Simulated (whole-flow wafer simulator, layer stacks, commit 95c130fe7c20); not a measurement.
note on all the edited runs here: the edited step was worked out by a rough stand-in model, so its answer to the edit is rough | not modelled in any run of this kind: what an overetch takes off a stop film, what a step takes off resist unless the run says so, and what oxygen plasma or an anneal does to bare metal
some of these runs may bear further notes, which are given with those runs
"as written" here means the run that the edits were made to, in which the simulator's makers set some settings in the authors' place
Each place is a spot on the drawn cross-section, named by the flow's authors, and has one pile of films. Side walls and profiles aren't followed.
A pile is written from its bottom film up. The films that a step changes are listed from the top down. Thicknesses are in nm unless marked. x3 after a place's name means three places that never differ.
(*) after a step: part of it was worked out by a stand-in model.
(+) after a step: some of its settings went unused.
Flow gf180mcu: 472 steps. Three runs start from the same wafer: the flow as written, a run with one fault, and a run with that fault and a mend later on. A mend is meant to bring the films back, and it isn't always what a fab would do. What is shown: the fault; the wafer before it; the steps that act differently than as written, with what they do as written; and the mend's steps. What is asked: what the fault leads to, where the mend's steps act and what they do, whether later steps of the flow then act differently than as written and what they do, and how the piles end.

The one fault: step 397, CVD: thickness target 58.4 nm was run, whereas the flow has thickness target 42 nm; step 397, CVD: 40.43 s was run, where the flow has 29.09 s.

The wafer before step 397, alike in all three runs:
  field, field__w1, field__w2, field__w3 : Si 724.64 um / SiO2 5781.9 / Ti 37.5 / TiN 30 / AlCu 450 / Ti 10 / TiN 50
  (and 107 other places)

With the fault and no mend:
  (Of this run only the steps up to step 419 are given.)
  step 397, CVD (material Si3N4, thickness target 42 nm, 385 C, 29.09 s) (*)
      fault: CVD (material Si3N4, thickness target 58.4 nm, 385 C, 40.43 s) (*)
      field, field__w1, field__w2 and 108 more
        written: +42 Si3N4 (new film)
        fault: +58.3 Si3N4 (new film)
  Steps later in the flow that act otherwise than as written:
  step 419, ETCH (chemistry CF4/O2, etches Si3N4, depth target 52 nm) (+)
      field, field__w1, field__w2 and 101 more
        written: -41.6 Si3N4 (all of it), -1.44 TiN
        fault: -52 Si3N4
  After step 419, at field, field__w1, field__w2 and 109 more, the piles differ from the flow's by more than 2% or 0.5 nm, whichever is larger.
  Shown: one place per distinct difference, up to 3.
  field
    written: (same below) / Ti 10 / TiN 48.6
    fault: (same below) / Ti 10 / TiN 50 / Si3N4 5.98
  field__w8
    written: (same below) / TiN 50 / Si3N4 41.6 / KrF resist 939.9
    fault: (same below) / TiN 50 / Si3N4 58 / KrF resist 939.9
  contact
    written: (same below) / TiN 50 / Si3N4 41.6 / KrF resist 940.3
    fault: (same below) / TiN 50 / Si3N4 58 / KrF resist 940.3

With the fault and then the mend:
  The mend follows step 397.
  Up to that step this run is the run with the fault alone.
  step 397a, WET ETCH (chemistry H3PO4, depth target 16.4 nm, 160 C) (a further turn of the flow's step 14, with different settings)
      field, field__w1, field__w2 and 108 more
        -16.4 Si3N4
  None of the later steps of the flow differs from how it acts as written, at any place that is followed, by more than 2% or 0.5 nm, whichever is larger.
  At the end the piles are close to the flow's at the places that both follow, differing by at most 2% or 0.5 nm, whichever is larger.
